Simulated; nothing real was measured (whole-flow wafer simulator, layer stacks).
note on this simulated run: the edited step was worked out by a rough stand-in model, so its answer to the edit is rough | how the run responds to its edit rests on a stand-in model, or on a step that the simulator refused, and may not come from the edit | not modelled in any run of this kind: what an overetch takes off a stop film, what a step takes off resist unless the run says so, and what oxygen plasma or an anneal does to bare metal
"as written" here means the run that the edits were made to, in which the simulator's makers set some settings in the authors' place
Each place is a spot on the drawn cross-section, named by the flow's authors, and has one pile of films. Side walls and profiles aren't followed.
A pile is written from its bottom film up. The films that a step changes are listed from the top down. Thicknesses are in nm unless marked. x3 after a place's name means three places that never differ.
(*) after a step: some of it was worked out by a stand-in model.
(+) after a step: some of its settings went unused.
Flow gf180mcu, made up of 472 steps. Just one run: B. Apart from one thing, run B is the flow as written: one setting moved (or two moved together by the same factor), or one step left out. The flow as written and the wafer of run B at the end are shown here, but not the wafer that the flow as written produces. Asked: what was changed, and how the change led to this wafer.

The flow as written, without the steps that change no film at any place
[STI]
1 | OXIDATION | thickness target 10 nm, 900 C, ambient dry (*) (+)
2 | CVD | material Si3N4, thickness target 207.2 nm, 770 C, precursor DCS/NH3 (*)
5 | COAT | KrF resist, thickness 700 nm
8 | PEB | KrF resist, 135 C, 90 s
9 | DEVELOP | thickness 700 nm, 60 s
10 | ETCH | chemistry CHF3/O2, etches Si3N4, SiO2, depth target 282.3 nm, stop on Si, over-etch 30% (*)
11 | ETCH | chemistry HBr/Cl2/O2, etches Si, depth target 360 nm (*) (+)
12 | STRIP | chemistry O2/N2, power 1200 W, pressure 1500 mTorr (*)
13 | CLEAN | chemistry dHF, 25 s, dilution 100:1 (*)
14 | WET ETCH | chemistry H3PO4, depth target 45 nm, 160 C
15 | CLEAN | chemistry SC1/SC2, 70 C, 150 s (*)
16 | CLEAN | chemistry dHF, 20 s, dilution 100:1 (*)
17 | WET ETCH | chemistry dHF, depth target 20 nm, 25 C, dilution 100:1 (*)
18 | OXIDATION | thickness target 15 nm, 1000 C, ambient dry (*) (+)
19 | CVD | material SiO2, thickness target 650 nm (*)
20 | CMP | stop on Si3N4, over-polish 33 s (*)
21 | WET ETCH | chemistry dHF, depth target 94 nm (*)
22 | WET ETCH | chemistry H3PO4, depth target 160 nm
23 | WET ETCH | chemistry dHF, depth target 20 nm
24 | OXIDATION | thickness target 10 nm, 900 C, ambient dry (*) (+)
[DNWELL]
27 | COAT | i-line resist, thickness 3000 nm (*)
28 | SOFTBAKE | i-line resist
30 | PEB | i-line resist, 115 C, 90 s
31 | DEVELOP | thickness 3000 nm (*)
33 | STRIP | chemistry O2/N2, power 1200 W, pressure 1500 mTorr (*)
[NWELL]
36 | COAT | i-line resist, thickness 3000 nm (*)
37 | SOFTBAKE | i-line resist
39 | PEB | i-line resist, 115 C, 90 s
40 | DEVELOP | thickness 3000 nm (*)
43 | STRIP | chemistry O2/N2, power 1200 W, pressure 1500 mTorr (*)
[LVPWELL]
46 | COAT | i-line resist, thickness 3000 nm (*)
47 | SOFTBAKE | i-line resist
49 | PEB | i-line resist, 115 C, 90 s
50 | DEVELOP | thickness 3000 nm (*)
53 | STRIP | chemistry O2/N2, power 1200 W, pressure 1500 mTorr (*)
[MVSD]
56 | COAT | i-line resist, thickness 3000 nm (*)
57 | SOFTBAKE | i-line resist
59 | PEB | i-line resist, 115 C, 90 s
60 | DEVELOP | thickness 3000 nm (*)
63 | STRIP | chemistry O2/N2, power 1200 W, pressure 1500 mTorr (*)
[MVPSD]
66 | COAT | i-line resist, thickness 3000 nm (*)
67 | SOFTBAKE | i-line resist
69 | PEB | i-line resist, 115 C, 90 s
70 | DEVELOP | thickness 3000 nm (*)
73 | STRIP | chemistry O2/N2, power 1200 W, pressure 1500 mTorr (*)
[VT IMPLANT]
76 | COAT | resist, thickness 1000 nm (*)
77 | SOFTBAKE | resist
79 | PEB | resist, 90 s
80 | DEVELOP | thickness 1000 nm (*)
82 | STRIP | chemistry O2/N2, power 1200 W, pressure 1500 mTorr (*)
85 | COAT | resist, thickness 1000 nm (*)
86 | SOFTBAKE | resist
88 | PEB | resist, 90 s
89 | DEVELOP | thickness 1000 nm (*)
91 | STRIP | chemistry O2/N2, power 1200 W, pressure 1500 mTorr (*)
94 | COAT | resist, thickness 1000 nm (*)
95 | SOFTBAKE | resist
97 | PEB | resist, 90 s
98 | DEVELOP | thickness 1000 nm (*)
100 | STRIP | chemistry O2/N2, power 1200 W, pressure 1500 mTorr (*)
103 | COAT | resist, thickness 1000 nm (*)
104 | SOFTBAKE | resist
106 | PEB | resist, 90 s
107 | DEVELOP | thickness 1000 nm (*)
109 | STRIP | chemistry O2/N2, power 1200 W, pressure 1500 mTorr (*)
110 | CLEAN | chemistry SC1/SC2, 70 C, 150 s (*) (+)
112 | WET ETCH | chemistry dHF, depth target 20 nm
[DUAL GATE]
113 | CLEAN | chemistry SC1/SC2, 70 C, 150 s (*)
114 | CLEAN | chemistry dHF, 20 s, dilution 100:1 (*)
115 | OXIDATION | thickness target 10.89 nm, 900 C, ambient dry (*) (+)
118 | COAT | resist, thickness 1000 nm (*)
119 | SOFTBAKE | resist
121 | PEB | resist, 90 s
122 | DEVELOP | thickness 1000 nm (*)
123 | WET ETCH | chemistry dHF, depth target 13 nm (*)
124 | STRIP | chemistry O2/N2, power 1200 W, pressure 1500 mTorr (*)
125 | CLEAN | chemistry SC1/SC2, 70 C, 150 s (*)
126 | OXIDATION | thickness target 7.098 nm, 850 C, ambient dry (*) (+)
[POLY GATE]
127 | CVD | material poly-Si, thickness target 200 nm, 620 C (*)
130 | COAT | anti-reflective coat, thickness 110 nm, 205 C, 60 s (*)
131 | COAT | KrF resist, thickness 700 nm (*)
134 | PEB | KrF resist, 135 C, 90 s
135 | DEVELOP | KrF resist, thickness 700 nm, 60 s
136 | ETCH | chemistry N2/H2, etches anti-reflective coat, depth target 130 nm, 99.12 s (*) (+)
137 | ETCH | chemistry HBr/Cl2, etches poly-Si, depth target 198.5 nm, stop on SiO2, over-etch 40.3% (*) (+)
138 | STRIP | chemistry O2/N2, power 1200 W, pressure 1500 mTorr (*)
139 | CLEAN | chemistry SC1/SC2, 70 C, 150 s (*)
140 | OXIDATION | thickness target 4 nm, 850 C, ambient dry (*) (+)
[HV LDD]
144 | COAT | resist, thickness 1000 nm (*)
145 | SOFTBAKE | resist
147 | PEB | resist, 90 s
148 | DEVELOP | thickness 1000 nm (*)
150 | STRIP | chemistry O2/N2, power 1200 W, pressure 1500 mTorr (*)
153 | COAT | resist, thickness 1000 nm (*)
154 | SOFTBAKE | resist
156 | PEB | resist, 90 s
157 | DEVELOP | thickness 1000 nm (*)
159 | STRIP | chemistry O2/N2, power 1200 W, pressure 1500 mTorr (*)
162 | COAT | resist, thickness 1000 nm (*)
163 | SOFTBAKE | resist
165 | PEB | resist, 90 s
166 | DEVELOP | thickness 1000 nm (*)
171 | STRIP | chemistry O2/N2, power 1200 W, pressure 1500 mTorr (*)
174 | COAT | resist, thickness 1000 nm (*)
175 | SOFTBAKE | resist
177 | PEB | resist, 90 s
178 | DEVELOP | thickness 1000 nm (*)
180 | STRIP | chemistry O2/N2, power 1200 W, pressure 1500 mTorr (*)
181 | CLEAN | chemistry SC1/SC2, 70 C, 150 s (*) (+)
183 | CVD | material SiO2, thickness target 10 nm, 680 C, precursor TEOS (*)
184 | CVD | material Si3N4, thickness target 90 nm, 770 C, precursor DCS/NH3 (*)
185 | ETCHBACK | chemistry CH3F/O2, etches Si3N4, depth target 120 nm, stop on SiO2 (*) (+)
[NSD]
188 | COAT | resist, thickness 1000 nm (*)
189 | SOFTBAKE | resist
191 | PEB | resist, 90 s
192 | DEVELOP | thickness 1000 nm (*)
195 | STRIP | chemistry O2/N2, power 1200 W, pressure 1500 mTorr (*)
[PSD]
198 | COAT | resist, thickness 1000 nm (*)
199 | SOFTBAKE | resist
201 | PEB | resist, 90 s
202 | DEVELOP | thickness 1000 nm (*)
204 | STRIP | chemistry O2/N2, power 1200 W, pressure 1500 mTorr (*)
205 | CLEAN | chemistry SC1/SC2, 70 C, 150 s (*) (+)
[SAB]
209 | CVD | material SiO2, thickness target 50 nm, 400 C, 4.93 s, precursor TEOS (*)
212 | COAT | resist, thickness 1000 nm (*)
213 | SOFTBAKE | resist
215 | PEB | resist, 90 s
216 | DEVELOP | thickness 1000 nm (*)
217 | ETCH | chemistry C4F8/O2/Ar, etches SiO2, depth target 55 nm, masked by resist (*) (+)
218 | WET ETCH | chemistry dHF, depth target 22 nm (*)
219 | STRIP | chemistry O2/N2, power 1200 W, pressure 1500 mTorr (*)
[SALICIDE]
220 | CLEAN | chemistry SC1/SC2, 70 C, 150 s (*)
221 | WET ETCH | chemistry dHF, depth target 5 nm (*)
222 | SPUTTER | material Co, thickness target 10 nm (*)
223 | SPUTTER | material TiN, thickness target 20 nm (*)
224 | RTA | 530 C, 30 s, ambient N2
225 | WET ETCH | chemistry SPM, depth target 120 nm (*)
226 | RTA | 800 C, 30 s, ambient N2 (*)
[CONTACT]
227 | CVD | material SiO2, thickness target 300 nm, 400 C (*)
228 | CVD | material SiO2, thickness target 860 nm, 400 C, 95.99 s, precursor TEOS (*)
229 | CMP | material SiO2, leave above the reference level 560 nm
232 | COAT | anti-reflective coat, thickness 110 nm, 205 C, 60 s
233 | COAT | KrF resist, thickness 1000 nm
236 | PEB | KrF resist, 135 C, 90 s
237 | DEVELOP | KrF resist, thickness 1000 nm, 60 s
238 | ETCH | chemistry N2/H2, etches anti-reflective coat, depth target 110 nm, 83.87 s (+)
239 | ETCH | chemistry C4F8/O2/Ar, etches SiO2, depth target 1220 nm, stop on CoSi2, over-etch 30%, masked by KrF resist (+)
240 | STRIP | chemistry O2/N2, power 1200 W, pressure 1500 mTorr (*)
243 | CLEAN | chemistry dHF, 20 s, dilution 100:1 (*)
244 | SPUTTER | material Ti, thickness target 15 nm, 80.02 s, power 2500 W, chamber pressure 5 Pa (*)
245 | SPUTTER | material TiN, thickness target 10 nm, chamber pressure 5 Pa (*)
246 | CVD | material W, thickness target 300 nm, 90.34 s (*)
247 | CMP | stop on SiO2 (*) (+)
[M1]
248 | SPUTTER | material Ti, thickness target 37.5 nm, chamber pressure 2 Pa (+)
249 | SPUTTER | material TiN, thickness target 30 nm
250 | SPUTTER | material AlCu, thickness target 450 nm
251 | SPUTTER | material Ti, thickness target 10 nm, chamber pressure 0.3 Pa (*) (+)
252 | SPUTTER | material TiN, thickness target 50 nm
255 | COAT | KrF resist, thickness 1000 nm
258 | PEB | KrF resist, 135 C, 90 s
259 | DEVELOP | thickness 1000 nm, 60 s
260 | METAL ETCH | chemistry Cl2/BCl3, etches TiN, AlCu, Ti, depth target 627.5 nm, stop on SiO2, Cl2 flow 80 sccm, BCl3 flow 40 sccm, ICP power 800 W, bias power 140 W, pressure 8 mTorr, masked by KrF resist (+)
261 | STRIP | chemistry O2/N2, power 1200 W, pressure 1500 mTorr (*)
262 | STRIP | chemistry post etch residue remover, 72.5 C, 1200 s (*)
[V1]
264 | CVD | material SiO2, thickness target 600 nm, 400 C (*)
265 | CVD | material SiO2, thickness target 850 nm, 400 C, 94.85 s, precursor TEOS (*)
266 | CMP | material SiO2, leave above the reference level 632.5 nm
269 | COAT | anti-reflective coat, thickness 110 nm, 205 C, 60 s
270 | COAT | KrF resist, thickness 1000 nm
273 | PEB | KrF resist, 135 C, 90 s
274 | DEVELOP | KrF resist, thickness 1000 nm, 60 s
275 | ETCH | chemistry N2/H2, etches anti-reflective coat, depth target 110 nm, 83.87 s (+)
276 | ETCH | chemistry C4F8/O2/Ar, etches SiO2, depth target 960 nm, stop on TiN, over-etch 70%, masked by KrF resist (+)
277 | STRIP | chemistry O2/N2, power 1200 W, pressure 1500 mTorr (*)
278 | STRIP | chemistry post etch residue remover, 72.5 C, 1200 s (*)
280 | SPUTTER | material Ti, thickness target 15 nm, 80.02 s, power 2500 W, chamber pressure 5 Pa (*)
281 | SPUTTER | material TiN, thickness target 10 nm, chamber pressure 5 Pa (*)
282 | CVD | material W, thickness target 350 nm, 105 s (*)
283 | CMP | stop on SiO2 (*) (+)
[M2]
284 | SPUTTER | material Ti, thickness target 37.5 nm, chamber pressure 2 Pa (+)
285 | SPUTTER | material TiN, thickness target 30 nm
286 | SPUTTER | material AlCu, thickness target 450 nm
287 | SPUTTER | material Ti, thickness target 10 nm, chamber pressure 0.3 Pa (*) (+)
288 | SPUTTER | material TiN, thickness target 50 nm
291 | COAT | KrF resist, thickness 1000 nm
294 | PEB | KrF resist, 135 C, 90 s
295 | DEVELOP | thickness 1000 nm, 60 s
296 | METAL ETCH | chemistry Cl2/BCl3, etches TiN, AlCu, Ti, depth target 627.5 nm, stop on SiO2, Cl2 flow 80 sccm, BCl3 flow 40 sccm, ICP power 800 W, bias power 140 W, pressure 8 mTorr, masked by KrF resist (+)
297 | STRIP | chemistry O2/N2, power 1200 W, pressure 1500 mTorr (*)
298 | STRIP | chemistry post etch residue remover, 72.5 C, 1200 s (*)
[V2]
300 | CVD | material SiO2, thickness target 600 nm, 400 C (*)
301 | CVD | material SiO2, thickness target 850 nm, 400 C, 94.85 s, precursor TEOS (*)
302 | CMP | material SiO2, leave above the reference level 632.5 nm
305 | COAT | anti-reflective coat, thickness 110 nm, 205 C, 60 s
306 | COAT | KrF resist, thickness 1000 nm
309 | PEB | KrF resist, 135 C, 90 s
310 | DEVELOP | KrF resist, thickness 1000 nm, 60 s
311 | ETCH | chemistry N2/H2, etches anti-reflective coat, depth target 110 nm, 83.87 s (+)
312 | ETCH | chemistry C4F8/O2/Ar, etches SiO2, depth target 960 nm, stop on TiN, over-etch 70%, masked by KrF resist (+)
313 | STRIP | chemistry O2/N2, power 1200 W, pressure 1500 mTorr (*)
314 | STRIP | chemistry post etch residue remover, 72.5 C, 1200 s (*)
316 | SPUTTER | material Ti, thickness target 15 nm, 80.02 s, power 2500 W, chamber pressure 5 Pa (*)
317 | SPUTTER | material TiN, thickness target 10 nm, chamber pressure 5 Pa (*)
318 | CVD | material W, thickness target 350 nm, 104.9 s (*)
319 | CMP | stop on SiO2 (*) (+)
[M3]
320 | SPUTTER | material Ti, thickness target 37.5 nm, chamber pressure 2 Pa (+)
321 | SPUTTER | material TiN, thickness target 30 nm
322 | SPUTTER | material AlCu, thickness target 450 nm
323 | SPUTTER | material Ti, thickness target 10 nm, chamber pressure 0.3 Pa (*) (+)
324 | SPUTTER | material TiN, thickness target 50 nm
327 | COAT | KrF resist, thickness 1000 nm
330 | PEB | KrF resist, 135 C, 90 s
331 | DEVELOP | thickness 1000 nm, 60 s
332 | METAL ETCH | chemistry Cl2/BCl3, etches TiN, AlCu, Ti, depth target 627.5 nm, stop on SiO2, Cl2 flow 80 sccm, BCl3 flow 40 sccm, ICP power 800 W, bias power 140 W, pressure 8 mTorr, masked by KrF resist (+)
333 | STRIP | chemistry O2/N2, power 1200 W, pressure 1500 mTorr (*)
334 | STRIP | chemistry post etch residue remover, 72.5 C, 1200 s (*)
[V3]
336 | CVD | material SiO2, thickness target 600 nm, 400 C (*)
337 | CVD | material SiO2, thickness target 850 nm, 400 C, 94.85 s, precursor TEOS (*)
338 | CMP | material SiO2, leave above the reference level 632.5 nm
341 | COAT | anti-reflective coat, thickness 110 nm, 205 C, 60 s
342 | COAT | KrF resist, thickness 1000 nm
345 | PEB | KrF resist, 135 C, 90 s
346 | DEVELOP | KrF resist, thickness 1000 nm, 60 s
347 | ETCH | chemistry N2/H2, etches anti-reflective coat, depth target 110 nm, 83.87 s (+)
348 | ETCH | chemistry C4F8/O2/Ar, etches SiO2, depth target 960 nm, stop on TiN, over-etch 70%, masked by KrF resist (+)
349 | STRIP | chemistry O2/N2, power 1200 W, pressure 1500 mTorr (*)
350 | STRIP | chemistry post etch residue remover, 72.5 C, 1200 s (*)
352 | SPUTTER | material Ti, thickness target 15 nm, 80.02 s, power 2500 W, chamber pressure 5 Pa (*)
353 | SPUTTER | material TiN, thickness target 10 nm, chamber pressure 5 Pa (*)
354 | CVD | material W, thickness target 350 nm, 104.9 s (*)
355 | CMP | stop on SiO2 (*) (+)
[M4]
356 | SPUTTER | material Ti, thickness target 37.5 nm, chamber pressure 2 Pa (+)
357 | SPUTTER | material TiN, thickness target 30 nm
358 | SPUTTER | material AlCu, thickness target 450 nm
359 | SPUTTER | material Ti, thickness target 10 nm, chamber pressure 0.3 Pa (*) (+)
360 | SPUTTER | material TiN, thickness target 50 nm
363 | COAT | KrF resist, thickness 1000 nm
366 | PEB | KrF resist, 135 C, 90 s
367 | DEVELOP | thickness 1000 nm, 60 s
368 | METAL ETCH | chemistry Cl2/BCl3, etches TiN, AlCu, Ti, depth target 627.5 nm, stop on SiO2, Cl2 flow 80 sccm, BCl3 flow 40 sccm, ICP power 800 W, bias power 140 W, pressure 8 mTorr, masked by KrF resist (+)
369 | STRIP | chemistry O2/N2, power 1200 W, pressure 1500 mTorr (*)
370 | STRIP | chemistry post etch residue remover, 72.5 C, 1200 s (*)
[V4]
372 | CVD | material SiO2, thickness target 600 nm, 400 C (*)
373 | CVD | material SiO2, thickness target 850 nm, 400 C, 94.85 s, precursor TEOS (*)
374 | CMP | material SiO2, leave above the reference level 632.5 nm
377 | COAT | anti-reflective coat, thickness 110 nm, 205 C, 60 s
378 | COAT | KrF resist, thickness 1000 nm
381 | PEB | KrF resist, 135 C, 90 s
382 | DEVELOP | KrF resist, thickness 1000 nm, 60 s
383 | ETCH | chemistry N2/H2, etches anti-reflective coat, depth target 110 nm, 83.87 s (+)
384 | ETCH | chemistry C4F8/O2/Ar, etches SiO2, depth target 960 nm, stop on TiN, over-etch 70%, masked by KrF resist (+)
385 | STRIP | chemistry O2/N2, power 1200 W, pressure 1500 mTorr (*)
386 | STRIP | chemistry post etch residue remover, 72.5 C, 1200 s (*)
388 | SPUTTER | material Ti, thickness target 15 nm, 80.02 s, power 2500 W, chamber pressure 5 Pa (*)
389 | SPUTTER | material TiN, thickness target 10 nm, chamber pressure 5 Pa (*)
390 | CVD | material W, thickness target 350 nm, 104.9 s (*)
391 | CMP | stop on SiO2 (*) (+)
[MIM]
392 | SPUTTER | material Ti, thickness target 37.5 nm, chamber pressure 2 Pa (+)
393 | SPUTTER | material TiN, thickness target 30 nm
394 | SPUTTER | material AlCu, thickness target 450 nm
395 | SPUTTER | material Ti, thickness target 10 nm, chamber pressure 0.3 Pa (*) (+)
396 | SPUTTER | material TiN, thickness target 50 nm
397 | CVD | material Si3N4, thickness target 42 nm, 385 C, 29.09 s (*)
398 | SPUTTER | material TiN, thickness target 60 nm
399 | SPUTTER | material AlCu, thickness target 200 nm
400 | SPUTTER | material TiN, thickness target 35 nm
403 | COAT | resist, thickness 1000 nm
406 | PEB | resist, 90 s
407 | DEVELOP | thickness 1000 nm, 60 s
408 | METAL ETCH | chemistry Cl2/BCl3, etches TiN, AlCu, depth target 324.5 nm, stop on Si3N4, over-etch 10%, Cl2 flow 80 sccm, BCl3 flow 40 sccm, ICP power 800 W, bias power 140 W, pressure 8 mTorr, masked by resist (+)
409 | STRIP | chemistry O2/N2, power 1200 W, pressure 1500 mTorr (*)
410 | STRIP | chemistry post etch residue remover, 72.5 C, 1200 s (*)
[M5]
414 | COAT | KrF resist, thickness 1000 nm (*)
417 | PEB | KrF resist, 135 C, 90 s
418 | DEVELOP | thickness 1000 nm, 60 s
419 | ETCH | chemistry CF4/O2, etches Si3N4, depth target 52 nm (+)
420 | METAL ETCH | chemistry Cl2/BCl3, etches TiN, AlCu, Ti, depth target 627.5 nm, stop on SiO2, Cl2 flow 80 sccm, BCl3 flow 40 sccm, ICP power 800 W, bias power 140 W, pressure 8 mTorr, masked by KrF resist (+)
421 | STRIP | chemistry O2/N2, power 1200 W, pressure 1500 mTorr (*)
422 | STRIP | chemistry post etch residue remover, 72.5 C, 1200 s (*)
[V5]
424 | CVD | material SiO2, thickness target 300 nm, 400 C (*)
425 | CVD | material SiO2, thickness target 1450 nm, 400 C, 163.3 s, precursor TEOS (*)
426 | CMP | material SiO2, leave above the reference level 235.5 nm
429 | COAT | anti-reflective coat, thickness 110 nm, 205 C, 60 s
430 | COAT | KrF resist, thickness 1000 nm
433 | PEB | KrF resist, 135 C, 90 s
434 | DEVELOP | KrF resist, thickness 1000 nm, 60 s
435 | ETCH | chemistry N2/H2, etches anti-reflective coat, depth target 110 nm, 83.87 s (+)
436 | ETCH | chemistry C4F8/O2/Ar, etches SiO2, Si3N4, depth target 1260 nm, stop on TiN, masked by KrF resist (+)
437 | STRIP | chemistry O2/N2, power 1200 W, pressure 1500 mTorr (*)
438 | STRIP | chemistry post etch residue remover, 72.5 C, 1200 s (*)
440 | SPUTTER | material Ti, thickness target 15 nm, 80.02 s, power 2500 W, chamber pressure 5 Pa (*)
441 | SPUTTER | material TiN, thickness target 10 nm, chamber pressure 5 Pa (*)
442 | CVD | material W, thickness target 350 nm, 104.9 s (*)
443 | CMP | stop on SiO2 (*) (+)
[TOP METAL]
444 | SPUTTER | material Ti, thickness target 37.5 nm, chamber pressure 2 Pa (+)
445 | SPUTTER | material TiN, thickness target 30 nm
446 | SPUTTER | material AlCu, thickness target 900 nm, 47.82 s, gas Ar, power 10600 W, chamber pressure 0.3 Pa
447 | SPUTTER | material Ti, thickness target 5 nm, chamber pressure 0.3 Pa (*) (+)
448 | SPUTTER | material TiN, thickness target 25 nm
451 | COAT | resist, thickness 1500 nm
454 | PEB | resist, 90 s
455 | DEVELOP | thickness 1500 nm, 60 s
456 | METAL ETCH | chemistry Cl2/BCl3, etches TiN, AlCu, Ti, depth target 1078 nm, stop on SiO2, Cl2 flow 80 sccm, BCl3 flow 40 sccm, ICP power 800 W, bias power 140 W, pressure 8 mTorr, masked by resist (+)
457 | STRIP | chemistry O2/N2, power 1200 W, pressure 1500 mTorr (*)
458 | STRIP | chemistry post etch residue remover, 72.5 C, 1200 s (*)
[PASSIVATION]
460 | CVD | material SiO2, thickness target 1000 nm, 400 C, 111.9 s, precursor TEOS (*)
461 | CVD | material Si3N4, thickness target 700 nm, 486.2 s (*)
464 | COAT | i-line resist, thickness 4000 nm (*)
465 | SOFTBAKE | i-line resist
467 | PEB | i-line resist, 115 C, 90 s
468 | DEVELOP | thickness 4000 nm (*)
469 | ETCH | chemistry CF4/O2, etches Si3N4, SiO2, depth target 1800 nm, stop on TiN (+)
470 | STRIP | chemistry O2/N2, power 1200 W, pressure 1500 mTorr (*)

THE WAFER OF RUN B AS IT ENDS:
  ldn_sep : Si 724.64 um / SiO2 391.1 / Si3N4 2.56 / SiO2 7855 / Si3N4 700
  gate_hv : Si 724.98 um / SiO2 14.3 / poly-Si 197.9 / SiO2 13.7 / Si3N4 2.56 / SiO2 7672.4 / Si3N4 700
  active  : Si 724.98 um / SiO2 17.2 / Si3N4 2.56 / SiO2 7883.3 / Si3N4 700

Cause: step 185, ETCHBACK: depth target 83.28 nm was run, whereas the flow has depth target 120 nm.

How this came from the change, step by step:
  185 | ETCHBACK | chemistry CH3F/O2, etches Si3N4, depth target 120 nm, stop on SiO2 (*) (+)
      field, field__w1, field__w2 and 100 more: Si3N4 loses 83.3 (in the flow as written it would be: Si3N4 loses 90 (all of it), SiO2 loses 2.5)
  189 | SOFTBAKE | resist
      field__w9: resist loses 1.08 (in the flow as written it would be: resist gains 1.85)
      nw_enc_fld_lv: resist gains 1.62 (in the flow as written it would be: resist gains 0.58)
  199 | SOFTBAKE | resist
      field__w9: resist loses 1.08 (in the flow as written it would be: resist gains 1.85)
      nw_enc_fld_lv: resist gains 1.62 (in the flow as written it would be: resist gains 0.58)
  205 | CLEAN | chemistry SC1/SC2, 70 C, 150 s (*) (+)
      field, field__w1, field__w2 and 105 more: Si3N4 loses 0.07 (in the flow as written it would be: SiO2 loses 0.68)
  209 | CVD | material SiO2, thickness target 50 nm, 400 C, 4.93 s, precursor TEOS (*)
      field, field__w7, field__w8 and 73 more: SiO2 gains 50 (new film) (in the flow as written it would be: SiO2 gains 50)
      field_sub__w1, field_sub__w3, field_sub__w4, field_sub__w5, ld_drift_n: SiO2 gains 48.8 (new film) (in the flow as written it would be: SiO2 gains 48.9)
      (also at 27 further places)
  217 | ETCH | chemistry C4F8/O2/Ar, etches SiO2, depth target 55 nm, masked by resist (*) (+)
      field, field__w7, field__w8 and 70 more: SiO2 loses 50 (all of it), Si3N4 loses 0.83 (in the flow as written it would be: SiO2 loses 55)
      field_sub__w1, field_sub__w3, field_sub__w4, field_sub__w5, ld_drift_n: SiO2 loses 48.8 (all of it), Si3N4 loses 1.03 (in the flow as written it would be: SiO2 loses 55)
      (also at 21 further places)
  218 | WET ETCH | chemistry dHF, depth target 22 nm (*)
      gate, gate_hv, gate_p and 23 more: Si3N4 loses 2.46 (in the flow as written it would be: SiO2 loses 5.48 (all of it))
      field, field__w10, sti and 14 more: Si3N4 loses 2.46 (in the flow as written it would be: SiO2 loses 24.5)
      (also at 56 further places)
  219 | STRIP | chemistry O2/N2, power 1200 W, pressure 1500 mTorr (*)
      gate, gate_hv, gate_p and 23 more: nothing (in the flow as written it would be: chemical SiO2 gains 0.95 (new film), poly-Si loses 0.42)
      active, p_well, sd_n and 20 more: nothing (in the flow as written it would be: chemical SiO2 gains 0.95 (new film), Si loses 0.42)
  220 | CLEAN | chemistry SC1/SC2, 70 C, 150 s (*)
      field, field__w1, field__w2 and 47 more: Si3N4 loses 0.07 (in the flow as written it would be: SiO2 loses 0.68)
  221 | WET ETCH | chemistry dHF, depth target 5 nm (*)
      active, p_well, gate and 46 more: Si3N4 loses 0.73 (in the flow as written it would be: chemical SiO2 loses 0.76 (all of it))
      field, field__w1, field__w2 and 23 more: Si3N4 loses 0.73 (in the flow as written it would be: SiO2 loses 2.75)
      (also at 24 further places)
  222 | SPUTTER | material Co, thickness target 10 nm (*)
      ld_drift_p: Co gains 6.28 (new film) (in the flow as written it would be: Co gains 5.76 (new film))
  224 | RTA | 530 C, 30 s, ambient N2
      gate, gate_hv, gate_p and 22 more: nothing (in the flow as written it would be: under 1 film: CoSi gains 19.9 (new film), Co loses 10 (all of it), poly-Si loses 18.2)
      active, p_well, sd_n and 11 more: nothing (in the flow as written it would be: under 1 film: CoSi gains 19.9 (new film), Co loses 10 (all of it), Si loses 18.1)
      (also at 10 further places)
  225 | WET ETCH | chemistry SPM, depth target 120 nm (*)
      active, p_well, gate and 36 more: TiN loses 20 (all of it), Co loses 10 (all of it) (in the flow as written it would be: TiN loses 20 (all of it))
      sd_p: TiN loses 18.3 (all of it), Co loses 9.24 (all of it) (in the flow as written it would be: TiN loses 17.9 (all of it))
      (also at 10 further places)
  226 | RTA | 800 C, 30 s, ambient N2 (*)
      gate, gate_hv, gate_p and 22 more: nothing (in the flow as written it would be: CoSi2 gains 35 (new film), CoSi loses 19.9 (all of it), poly-Si loses 18.2)
      active, p_well, sd_n and 11 more: nothing (in the flow as written it would be: CoSi2 gains 35 (new film), CoSi loses 19.9 (all of it), Si loses 18.1)
      (also at 10 further places)
  227 | CVD | material SiO2, thickness target 300 nm, 400 C (*)
      field, field__w1, field__w2 and 47 more: SiO2 gains 300 (new film) (in the flow as written it would be: SiO2 gains 300)
  228 | CVD | material SiO2, thickness target 860 nm, 400 C, 95.99 s, precursor TEOS (*)
      ld_drift_p: SiO2 gains 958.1 (in the flow as written it would be: SiO2 gains 979.3)
  ... 5 further steps ...
  471 | ANNEAL | 400 C, 1800 s, ambient N2/H2
      polyc_n, polyc_p: under 9 films: void gains 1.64 (new film), Ti loses 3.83, TiSi first gains 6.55 (new film), poly-Si loses 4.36 (in the flow as written it would be: nothing)
      contact: under 49 films: void gains 1.62 (new film), Ti loses 3.83, TiSi first gains 6.55 (new film), Si loses 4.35 (in the flow as written it would be: nothing)
Taking metal films that touch as one body, gate_hv has 0 bodies; the flow as written gives 1 body.
Taking metal films that touch as one body, active has 0 bodies; the flow as written gives 1 body.
